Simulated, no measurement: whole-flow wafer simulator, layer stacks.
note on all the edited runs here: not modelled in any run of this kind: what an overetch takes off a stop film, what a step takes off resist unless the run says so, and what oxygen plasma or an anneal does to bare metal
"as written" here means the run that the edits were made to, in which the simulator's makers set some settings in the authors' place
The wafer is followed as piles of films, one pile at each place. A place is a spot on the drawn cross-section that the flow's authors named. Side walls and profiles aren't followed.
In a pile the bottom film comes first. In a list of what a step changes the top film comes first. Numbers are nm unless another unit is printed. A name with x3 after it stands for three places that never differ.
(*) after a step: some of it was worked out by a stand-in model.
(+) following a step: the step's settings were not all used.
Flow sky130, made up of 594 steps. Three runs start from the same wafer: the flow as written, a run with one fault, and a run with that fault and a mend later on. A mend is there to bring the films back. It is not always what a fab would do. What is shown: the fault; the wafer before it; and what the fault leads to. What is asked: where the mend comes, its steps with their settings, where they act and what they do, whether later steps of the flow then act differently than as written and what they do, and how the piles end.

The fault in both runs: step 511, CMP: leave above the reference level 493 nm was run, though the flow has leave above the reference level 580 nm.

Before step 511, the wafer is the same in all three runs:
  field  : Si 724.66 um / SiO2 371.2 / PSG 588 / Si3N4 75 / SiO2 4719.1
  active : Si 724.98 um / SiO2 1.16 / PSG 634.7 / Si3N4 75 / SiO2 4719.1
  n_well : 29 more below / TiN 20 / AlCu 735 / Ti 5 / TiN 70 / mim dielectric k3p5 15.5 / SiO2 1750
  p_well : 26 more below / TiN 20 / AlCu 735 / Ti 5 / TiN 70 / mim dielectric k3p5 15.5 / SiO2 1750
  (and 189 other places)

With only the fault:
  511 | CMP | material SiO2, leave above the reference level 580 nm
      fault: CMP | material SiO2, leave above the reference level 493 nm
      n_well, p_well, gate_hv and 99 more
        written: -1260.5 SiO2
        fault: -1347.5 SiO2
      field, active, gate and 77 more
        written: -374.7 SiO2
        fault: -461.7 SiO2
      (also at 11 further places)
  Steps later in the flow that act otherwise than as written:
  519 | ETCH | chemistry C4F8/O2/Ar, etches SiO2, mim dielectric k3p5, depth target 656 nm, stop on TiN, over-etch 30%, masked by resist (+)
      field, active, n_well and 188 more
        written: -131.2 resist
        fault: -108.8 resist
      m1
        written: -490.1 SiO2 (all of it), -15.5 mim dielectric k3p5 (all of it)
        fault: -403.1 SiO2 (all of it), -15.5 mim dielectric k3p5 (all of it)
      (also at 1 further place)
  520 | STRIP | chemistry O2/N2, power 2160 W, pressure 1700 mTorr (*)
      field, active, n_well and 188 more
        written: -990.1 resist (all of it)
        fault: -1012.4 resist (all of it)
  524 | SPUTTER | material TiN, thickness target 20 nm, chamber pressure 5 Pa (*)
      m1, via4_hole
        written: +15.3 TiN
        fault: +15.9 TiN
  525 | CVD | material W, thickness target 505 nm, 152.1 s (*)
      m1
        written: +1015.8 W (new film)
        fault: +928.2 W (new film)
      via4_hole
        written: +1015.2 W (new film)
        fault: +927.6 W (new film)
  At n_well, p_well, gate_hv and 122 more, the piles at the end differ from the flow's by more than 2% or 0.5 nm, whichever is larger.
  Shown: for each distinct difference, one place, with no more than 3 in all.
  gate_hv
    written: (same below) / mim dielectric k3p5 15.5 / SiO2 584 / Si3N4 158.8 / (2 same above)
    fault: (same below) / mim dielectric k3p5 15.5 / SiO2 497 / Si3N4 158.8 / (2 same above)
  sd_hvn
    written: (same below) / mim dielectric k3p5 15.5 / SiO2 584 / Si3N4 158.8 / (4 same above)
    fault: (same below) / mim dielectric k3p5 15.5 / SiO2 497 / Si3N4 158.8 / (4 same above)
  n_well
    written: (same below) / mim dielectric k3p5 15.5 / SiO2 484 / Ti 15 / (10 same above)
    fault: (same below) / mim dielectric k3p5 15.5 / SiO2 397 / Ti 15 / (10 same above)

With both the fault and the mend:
  The mend stands after step 511.
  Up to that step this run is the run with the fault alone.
  511a | HDPCVD | thickness target 87 nm (*) (the flow's step 510, run once more with other settings)
      field, active, n_well and 190 more
        +87 SiO2
  None of the later steps of the flow acts differently than as written at any place that is followed.
  At every place that both follow, the piles at the end match the flow's.
